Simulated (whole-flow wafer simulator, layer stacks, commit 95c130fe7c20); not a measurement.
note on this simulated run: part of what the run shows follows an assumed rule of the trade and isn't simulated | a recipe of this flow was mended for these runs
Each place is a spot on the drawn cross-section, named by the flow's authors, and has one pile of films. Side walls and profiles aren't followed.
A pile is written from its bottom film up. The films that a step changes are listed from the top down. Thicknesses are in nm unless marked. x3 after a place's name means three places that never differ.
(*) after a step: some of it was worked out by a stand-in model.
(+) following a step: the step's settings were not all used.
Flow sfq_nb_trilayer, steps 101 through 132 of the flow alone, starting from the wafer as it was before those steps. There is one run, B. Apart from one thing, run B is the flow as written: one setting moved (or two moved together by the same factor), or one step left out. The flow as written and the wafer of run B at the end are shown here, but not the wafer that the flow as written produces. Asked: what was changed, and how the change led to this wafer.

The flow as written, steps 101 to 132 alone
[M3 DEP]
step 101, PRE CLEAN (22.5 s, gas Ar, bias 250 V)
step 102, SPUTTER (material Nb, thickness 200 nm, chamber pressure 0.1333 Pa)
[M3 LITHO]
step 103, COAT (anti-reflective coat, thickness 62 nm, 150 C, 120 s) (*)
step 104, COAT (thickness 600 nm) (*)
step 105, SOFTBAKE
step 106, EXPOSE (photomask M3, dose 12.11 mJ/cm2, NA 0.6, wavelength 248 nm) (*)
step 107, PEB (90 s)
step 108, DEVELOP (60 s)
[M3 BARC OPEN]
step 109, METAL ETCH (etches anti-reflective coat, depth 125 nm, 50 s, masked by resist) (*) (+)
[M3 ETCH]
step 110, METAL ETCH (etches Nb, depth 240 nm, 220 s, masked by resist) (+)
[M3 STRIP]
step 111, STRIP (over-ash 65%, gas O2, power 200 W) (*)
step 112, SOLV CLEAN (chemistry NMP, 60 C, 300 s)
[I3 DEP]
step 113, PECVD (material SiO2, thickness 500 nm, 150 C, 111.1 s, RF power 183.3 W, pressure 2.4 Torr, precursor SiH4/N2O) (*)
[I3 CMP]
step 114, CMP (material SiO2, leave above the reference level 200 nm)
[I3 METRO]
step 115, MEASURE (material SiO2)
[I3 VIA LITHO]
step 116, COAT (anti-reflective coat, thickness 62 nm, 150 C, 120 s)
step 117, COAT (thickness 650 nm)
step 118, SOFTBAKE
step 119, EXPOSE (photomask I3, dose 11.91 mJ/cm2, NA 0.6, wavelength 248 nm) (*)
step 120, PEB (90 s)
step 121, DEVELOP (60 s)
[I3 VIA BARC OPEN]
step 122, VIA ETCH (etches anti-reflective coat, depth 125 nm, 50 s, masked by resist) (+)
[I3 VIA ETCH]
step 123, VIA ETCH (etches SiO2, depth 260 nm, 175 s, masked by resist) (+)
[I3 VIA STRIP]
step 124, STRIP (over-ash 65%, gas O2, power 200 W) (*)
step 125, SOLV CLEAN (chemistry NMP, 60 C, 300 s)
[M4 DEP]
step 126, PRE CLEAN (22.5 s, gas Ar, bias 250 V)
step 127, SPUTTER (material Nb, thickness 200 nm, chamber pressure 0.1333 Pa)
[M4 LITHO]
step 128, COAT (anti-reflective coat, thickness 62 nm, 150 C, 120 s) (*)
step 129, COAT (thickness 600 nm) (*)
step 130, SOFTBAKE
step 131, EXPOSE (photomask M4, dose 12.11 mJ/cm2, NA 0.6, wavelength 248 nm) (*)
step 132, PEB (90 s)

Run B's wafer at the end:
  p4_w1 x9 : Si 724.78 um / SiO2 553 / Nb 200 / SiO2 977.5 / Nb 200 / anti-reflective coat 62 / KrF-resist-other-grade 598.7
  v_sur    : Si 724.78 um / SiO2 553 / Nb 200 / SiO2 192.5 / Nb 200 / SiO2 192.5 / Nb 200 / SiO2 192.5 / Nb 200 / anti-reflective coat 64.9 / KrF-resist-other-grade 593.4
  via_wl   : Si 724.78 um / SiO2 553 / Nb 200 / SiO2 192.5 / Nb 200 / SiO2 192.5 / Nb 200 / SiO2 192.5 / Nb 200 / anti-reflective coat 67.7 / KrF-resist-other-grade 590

What caused this: step 102, SPUTTER: material Nb, thickness 200 nm, chamber pressure 0.1333 Pa, was skipped.

The path from the change to this, step by step:
  step 103, COAT (anti-reflective coat, thickness 62 nm, 150 C, 120 s) (*)
      via_wl, via_wr: +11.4 anti-reflective coat (new film) (it would be, as written: +16.7 anti-reflective coat (new film))
      field_l: +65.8 anti-reflective coat (new film) (it would be, as written: +67.6 anti-reflective coat (new film))
      (as well as at 3 more places)
  step 104, COAT (thickness 600 nm) (*)
      via_w: +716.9 KrF-resist-other-grade (new film) (it would be, as written: +738.9 KrF-resist-other-grade (new film))
  step 109, METAL ETCH (etches anti-reflective coat, depth 125 nm, 50 s, masked by resist) (*) (+)
      field_l: -65.8 anti-reflective coat (all of it), -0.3 SiO2 (it would be, as written: -67.6 anti-reflective coat (all of it))
  step 110, METAL ETCH (etches Nb, depth 240 nm, 220 s, masked by resist) (+)
      field_l, be, be_sur and 72 more: -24 SiO2 (it would be, as written: -200 Nb (all of it), -4 SiO2)
  step 111, STRIP (over-ash 65%, gas O2, power 200 W) (*)
      v_sur: -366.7 KrF-resist-other-grade (all of it), -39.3 anti-reflective coat (all of it) (it would be, as written: -361 KrF-resist-other-grade (all of it), -46 anti-reflective coat (all of it))
      via_wl: -386.3 KrF-resist-other-grade (all of it), -11.4 anti-reflective coat (all of it) (it would be, as written: -381.1 KrF-resist-other-grade (all of it), -16.7 anti-reflective coat (all of it))
      (as well as at 3 more places)
  step 113, PECVD (material SiO2, thickness 500 nm, 150 C, 111.1 s, RF power 183.3 W, pressure 2.4 Torr, precursor SiH4/N2O) (*)
      v_sur, via_wl, via_wr, via_sp, via_v, wire, p4_w1 x9, wl_j_sl x15: +500 SiO2 (it would be, as written: +500 SiO2 (new film))
      p4_g1 x8: +500 SiO2 (it would be, as written: +561.1 SiO2)
      (as well as at 1 more place)
  step 114, CMP (material SiO2, leave above the reference level 200 nm)
      field_l, be, be_sur and 64 more: -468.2 SiO2 (it would be, as written: -96 SiO2)
      v_sur, via_wl, via_wr, via_sp, via_v, wire, p4_w1 x9, wl_j_sl x15: -492.5 SiO2 (it would be, as written: -300 SiO2)
      (as well as at 9 more places)
  step 123, VIA ETCH (etches SiO2, depth 260 nm, 175 s, masked by resist) (+)
      via_v: -260 SiO2 (it would be, as written: -199.7 SiO2 (all of it), -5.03 Nb)
  step 126, PRE CLEAN (22.5 s, gas Ar, bias 250 V)
      via_v: -7.5 SiO2 (it would be, as written: -6.45 Nb)
  step 127, SPUTTER (material Nb, thickness 200 nm, chamber pressure 0.1333 Pa)
      via_v: +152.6 Nb (new film) (it would be, as written: +164.5 Nb)
  step 128, COAT (anti-reflective coat, thickness 62 nm, 150 C, 120 s) (*)
      via_wr: +65 anti-reflective coat (new film) (it would be, as written: +68.3 anti-reflective coat (new film))
      via_sp: +38.2 anti-reflective coat (new film) (it would be, as written: +41.4 anti-reflective coat (new film))
      (as well as at 3 more places)
  step 129, COAT (thickness 600 nm) (*)
      via_v: +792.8 KrF-resist-other-grade (new film) (it would be, as written: +739.4 KrF-resist-other-grade (new film))
If metal films that touch count as one body, p4_w1 x9 has 2 bodies (between them, from the top down: SiO2 977.5); the flow as written gives 3 bodies (between them, from the top down: SiO2 192.5; SiO2 977.5).
If metal films that touch count as one body, v_sur has 4 bodies (between them, from the top down: SiO2 192.5; SiO2 192.5; SiO2 192.5); the flow as written gives 5 bodies (between them, from the top down: SiO2 192.5; SiO2 192.5; SiO2 192.5; SiO2 192.5).
If metal films that touch count as one body, via_wl has 4 bodies (between them, from the top down: SiO2 192.5; SiO2 192.5; SiO2 192.5); the flow as written gives 5 bodies (between them, from the top down: SiO2 192.5; SiO2 192.5; SiO2 192.5; SiO2 192.5).
